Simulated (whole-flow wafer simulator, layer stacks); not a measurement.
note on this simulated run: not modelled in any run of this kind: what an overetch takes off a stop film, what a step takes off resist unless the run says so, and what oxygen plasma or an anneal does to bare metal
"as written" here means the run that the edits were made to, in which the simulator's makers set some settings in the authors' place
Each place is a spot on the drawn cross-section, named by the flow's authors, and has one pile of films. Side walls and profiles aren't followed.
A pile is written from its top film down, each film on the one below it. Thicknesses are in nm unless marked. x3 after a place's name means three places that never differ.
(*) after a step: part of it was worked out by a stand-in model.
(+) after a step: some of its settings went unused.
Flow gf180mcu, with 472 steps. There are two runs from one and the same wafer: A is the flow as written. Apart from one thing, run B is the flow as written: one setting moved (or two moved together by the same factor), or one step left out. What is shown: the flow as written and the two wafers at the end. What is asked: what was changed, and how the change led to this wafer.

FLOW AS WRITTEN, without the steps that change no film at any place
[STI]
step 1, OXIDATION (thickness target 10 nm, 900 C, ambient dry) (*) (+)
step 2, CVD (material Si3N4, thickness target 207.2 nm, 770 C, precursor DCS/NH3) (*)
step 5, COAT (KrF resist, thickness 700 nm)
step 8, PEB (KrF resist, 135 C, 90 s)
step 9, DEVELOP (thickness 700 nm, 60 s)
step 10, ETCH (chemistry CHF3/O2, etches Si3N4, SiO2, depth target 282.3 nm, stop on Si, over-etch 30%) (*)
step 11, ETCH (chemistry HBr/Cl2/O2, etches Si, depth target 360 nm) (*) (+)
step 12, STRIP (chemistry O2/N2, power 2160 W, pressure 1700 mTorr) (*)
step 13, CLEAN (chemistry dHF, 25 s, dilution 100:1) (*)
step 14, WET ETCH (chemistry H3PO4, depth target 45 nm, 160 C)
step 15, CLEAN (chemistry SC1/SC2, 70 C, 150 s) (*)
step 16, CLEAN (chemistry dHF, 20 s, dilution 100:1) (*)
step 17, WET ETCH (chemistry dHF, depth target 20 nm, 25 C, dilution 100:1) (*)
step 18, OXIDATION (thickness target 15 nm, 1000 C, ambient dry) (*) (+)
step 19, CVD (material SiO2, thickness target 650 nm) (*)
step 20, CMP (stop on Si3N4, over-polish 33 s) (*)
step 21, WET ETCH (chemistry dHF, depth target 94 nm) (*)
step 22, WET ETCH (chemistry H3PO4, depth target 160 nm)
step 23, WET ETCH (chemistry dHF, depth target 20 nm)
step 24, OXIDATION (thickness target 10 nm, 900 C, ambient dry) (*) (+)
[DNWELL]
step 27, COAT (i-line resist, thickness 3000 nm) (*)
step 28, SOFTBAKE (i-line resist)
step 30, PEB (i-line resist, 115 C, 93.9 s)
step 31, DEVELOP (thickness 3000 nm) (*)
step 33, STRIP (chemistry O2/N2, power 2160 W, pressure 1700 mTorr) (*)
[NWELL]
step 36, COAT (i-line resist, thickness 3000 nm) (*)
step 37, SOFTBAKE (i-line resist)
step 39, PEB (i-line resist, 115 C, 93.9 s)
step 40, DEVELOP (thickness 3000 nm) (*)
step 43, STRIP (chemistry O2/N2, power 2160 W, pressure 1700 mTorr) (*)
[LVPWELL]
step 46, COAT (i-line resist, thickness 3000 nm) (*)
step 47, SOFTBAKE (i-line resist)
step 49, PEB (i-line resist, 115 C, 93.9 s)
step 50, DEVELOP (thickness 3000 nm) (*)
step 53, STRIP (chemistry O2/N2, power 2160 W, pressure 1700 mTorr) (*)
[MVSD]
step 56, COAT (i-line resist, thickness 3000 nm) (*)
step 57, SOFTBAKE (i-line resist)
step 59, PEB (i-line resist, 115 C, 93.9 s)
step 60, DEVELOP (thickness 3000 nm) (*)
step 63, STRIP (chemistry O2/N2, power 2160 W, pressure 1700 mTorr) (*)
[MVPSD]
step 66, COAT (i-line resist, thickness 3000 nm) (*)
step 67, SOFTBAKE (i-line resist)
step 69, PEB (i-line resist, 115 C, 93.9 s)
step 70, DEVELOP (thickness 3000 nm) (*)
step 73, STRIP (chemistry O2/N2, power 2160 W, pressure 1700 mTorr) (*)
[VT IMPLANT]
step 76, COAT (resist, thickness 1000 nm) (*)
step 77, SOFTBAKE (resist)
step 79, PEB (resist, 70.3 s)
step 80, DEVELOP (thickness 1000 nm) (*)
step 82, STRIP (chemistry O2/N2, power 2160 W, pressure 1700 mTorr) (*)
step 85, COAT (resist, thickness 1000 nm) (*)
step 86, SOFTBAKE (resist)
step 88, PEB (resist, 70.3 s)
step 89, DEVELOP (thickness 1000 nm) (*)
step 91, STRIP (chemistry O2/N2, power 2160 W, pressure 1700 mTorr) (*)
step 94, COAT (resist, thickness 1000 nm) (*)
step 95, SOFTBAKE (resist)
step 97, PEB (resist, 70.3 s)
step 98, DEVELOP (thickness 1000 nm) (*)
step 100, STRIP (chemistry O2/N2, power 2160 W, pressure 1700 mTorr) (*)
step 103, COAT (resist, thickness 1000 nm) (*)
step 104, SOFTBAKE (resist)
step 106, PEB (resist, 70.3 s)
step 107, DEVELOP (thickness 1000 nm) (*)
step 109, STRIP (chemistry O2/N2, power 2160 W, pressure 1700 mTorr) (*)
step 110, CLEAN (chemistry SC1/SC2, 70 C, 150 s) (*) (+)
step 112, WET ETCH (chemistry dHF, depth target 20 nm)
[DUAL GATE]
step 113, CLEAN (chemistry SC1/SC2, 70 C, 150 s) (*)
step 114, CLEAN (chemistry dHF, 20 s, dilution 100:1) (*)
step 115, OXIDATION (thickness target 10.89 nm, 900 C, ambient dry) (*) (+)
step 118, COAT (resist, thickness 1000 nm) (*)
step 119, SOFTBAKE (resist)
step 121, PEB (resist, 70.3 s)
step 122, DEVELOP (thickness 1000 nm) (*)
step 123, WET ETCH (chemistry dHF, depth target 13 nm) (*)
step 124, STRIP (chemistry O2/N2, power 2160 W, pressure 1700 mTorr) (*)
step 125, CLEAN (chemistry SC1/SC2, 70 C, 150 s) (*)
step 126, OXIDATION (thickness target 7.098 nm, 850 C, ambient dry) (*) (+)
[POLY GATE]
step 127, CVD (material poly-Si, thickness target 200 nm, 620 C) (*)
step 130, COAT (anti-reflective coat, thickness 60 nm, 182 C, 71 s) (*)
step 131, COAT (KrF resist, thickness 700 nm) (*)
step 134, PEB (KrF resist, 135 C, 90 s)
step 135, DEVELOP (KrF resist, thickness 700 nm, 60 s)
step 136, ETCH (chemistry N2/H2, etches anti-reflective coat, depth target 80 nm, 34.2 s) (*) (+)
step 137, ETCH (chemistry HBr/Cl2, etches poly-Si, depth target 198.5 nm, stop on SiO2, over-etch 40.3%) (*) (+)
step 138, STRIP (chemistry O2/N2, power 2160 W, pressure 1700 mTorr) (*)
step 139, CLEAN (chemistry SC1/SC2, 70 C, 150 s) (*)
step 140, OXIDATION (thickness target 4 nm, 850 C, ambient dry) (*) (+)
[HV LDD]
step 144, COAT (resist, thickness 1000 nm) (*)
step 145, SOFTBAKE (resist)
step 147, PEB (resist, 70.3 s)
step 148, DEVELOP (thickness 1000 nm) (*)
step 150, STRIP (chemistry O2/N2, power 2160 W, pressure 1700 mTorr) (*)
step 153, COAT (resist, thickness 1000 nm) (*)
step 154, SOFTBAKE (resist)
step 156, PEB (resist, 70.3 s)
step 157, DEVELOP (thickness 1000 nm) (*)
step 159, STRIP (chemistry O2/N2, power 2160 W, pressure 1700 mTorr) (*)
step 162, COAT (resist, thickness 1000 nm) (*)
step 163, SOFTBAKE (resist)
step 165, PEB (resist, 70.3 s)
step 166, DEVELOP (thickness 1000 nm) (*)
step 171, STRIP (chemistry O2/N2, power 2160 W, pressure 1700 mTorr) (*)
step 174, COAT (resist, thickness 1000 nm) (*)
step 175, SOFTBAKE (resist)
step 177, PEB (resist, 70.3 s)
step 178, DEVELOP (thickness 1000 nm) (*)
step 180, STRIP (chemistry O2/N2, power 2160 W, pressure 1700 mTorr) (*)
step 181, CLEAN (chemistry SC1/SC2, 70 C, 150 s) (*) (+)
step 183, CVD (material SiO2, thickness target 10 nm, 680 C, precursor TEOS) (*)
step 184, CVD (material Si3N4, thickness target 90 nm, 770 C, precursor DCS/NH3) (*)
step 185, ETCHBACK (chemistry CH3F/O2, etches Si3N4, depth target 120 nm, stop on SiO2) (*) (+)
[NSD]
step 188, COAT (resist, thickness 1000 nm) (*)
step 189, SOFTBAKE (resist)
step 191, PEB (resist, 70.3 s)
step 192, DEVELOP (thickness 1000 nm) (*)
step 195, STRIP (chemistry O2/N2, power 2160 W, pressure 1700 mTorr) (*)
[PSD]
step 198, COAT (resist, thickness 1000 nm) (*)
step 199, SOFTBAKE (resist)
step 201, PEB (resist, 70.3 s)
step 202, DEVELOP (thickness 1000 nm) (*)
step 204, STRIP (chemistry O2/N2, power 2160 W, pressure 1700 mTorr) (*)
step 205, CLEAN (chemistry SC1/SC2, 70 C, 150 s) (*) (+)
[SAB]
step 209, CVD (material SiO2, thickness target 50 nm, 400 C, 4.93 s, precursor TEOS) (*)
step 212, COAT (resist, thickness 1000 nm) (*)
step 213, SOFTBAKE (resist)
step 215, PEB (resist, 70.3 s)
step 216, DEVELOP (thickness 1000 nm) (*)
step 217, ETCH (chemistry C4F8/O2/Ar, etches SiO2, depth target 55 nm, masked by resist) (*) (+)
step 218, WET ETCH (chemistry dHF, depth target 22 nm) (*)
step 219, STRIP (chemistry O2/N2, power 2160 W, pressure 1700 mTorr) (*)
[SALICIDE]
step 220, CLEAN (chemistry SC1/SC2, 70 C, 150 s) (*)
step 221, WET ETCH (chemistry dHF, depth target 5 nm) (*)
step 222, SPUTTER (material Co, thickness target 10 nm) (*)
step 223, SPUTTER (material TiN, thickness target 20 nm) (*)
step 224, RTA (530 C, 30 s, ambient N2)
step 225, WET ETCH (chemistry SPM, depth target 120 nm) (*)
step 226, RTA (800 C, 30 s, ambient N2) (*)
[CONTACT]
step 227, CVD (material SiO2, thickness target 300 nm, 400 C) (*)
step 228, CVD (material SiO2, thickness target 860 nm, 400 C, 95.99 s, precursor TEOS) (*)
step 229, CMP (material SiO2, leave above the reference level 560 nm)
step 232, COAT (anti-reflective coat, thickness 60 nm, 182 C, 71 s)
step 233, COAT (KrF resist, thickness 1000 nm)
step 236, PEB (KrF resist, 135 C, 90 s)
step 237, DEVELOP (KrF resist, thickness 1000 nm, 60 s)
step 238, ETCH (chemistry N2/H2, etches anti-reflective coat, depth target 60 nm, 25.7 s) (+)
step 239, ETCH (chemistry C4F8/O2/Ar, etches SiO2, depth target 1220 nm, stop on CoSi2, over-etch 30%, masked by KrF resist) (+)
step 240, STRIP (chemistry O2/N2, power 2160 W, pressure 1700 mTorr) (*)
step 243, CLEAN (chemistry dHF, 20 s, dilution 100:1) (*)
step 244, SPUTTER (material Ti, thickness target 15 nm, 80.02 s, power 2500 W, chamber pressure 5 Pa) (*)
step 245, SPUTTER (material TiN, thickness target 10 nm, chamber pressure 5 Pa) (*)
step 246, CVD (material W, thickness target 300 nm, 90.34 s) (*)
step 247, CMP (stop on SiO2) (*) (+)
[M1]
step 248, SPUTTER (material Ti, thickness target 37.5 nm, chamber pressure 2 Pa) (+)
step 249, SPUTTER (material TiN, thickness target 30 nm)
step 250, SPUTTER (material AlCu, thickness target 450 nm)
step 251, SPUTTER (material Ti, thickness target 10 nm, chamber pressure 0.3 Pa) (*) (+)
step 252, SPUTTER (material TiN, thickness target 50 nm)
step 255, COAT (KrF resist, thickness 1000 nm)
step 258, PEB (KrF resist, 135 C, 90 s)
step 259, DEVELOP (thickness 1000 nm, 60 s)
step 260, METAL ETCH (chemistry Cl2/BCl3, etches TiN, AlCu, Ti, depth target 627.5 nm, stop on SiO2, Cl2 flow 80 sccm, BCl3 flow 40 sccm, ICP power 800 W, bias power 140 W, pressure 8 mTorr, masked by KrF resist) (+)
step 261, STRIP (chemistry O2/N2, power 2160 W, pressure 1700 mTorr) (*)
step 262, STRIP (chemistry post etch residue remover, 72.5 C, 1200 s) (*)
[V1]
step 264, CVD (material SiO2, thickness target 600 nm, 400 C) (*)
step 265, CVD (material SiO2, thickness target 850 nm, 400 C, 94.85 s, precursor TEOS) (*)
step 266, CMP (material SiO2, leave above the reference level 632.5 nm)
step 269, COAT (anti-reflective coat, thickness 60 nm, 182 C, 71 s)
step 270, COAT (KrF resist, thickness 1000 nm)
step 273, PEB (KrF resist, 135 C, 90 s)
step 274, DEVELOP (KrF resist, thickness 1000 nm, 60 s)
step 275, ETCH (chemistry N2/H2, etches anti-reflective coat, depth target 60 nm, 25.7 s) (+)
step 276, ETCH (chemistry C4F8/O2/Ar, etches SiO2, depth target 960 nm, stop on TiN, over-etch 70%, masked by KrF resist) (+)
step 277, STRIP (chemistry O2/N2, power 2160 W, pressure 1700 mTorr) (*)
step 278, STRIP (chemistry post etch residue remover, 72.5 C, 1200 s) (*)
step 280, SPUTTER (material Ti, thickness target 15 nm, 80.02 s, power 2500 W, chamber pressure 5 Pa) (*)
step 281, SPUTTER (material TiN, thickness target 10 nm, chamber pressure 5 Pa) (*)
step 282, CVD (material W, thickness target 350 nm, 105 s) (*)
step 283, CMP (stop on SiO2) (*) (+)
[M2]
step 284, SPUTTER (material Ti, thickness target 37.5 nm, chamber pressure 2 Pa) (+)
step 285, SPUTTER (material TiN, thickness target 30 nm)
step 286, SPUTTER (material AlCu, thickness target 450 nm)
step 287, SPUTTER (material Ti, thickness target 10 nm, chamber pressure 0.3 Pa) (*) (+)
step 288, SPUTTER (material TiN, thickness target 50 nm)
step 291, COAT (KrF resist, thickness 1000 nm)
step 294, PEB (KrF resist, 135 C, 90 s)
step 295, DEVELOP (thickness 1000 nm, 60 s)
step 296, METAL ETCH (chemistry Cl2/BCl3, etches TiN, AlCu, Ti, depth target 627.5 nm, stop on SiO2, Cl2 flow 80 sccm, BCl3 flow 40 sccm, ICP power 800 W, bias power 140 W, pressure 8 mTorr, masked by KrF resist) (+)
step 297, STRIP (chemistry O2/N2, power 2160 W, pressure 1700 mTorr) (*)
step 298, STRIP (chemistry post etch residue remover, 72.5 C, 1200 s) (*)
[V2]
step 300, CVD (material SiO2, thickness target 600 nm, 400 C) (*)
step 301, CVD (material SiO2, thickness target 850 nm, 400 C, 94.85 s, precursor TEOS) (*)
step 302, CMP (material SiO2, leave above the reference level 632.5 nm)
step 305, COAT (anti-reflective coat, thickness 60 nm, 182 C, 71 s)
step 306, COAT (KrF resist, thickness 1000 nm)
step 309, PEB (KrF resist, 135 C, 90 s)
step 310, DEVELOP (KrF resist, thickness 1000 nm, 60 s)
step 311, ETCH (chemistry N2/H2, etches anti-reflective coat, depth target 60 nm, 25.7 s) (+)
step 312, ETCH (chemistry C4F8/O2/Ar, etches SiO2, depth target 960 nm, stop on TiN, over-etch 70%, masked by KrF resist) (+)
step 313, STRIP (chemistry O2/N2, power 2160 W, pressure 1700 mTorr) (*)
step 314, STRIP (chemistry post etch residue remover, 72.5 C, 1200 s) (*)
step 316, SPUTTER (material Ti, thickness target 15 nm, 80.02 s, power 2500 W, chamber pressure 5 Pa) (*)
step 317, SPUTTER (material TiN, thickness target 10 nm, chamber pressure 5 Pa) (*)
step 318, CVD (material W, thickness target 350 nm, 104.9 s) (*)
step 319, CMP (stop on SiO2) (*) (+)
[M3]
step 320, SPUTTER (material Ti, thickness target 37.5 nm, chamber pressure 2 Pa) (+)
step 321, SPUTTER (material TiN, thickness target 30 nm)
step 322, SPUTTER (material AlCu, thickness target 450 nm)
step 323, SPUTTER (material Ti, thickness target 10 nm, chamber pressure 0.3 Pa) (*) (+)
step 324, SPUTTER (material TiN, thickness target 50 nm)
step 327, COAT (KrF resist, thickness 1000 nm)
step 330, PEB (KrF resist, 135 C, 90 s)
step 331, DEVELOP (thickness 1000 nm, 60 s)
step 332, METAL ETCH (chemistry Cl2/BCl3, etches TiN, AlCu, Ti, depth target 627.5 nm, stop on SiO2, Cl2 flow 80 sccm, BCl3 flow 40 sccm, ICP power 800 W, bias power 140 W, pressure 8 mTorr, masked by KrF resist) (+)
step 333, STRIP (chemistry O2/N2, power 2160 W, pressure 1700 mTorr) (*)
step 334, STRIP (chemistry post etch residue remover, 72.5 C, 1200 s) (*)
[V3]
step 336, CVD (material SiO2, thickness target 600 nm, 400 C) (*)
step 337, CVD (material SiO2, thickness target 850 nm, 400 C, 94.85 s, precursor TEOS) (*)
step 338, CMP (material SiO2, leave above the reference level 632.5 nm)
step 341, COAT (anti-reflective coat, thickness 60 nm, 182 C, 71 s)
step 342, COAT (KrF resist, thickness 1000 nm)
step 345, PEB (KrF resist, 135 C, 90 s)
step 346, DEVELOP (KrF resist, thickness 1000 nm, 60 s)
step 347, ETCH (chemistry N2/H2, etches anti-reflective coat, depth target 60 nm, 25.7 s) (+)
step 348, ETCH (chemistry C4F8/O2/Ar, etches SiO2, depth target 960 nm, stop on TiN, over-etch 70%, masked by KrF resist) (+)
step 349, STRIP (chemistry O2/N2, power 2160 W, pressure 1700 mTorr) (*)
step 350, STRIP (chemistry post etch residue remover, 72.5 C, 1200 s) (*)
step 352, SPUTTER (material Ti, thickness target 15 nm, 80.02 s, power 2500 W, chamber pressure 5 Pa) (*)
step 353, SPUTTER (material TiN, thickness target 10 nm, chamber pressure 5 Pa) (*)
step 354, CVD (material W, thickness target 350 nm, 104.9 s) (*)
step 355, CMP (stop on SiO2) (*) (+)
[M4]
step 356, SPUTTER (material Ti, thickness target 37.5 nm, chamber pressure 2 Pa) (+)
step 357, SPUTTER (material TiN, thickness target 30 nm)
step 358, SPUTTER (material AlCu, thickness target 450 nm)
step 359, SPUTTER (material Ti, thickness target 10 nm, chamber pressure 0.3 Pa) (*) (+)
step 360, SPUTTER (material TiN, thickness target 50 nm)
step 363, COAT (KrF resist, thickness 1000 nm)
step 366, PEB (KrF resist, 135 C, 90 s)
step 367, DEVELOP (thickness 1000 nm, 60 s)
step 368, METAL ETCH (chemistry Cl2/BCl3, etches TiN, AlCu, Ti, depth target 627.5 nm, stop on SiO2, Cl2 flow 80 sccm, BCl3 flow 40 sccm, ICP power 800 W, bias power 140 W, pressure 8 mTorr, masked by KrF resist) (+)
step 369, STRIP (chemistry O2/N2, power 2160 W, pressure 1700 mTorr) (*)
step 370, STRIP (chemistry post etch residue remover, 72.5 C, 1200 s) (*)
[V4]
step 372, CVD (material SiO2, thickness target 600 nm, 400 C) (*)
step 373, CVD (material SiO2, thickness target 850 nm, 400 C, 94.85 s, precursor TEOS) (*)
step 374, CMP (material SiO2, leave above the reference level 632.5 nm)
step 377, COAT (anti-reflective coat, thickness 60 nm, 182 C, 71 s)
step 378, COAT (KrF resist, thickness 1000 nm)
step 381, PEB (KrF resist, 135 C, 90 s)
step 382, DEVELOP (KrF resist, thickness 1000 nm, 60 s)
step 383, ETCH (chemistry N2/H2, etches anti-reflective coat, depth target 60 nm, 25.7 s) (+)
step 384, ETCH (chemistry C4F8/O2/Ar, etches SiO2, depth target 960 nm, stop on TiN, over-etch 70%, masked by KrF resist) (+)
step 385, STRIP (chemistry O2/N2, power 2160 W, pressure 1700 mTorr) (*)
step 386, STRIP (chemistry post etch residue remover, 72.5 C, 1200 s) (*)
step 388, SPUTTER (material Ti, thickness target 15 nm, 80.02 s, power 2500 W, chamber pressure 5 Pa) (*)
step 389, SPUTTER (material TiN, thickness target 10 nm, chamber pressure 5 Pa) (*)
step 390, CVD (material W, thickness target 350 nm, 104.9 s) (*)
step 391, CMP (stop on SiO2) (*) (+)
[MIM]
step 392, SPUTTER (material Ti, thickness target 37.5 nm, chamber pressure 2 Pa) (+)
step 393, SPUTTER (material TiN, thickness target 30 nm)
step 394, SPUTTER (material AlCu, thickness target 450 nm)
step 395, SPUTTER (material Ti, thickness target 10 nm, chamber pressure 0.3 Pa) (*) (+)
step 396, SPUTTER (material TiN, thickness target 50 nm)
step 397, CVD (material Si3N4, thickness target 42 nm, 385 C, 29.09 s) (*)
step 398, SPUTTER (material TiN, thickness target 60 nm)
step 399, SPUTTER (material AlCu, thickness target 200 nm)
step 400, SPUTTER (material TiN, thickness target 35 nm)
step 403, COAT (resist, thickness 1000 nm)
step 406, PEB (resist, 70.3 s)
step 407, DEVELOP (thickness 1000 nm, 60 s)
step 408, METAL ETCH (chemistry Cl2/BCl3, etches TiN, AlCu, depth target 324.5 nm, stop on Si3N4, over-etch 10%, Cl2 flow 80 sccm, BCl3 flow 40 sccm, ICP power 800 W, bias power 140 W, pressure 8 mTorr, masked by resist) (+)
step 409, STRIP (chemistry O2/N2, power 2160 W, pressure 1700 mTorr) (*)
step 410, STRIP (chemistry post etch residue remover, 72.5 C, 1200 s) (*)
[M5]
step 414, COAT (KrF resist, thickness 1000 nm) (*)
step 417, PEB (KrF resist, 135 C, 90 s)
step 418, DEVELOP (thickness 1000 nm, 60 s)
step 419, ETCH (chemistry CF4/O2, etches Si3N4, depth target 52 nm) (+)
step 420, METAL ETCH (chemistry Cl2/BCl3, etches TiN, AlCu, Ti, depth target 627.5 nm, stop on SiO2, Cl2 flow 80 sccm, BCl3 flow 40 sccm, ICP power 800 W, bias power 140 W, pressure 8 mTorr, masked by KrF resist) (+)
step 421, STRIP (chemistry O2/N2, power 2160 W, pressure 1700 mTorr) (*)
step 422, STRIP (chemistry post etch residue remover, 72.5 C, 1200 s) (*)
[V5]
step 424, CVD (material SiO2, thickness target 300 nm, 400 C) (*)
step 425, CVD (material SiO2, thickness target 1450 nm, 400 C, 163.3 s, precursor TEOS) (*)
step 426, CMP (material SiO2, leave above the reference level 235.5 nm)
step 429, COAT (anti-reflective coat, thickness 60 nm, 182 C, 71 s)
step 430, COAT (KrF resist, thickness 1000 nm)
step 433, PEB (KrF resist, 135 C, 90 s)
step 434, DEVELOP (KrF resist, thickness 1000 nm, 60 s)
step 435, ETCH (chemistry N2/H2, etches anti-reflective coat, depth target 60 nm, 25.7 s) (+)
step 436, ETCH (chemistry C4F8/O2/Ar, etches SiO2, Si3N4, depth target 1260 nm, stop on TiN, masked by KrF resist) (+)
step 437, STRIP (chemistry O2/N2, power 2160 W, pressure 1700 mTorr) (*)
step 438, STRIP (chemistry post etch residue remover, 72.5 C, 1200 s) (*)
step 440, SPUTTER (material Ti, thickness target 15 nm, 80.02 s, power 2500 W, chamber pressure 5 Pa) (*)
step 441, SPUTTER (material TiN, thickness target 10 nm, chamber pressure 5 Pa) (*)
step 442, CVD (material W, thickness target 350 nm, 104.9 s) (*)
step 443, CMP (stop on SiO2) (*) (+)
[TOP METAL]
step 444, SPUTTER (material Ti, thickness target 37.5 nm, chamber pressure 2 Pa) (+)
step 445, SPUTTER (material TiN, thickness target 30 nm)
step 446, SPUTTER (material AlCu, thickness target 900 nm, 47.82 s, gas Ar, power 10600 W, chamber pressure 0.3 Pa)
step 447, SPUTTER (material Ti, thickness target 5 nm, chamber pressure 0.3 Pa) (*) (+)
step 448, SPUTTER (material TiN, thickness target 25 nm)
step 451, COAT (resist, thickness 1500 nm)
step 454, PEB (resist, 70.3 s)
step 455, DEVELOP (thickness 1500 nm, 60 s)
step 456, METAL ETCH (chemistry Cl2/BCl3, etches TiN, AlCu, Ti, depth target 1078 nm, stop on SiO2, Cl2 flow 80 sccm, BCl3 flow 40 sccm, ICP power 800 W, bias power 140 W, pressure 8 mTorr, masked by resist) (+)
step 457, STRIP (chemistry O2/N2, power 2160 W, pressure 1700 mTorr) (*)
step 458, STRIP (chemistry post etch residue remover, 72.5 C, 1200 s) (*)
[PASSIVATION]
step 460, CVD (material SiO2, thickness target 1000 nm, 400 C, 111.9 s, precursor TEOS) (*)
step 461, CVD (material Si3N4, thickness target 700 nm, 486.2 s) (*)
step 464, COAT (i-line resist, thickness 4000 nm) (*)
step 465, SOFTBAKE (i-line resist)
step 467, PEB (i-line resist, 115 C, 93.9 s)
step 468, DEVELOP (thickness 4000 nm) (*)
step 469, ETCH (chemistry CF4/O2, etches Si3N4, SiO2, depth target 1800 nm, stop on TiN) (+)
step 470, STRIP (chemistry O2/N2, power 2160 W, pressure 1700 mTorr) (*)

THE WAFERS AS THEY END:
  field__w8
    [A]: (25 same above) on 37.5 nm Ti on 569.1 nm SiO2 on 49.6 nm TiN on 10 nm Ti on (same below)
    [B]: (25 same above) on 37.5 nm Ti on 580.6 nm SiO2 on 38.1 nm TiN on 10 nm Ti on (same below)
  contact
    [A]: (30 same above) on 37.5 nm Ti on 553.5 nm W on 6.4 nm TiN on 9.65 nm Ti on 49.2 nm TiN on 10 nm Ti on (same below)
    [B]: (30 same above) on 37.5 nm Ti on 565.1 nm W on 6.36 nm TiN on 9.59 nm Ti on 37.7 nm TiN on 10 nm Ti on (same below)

Cause: step 288, SPUTTER: thickness target 38.5 nm was run, though the flow has thickness target 50 nm.

Step by step, how the change led to this:
  step 288, SPUTTER (material TiN, thickness target 50 nm)
      field, field__w1, field__w2 and 108 more: A TiN gains 50 (new film) | B TiN gains 38.5 (new film)
  step 296, METAL ETCH (chemistry Cl2/BCl3, etches TiN, AlCu, Ti, depth target 627.5 nm, stop on SiO2, Cl2 flow 80 sccm, BCl3 flow 40 sccm, ICP power 800 W, bias power 140 W, pressure 8 mTorr, masked by KrF resist) (+)
      field, field__w1, field__w2 and 103 more: A TiN loses 50 (all of it), Ti loses 10 (all of it), AlCu loses 450 (all of it), TiN loses 30 (all of it), Ti loses 37.5 (all of it) | B TiN loses 38.5 (all of it), Ti loses 10 (all of it), AlCu loses 450 (all of it), TiN loses 30 (all of it), Ti loses 37.5 (all of it)
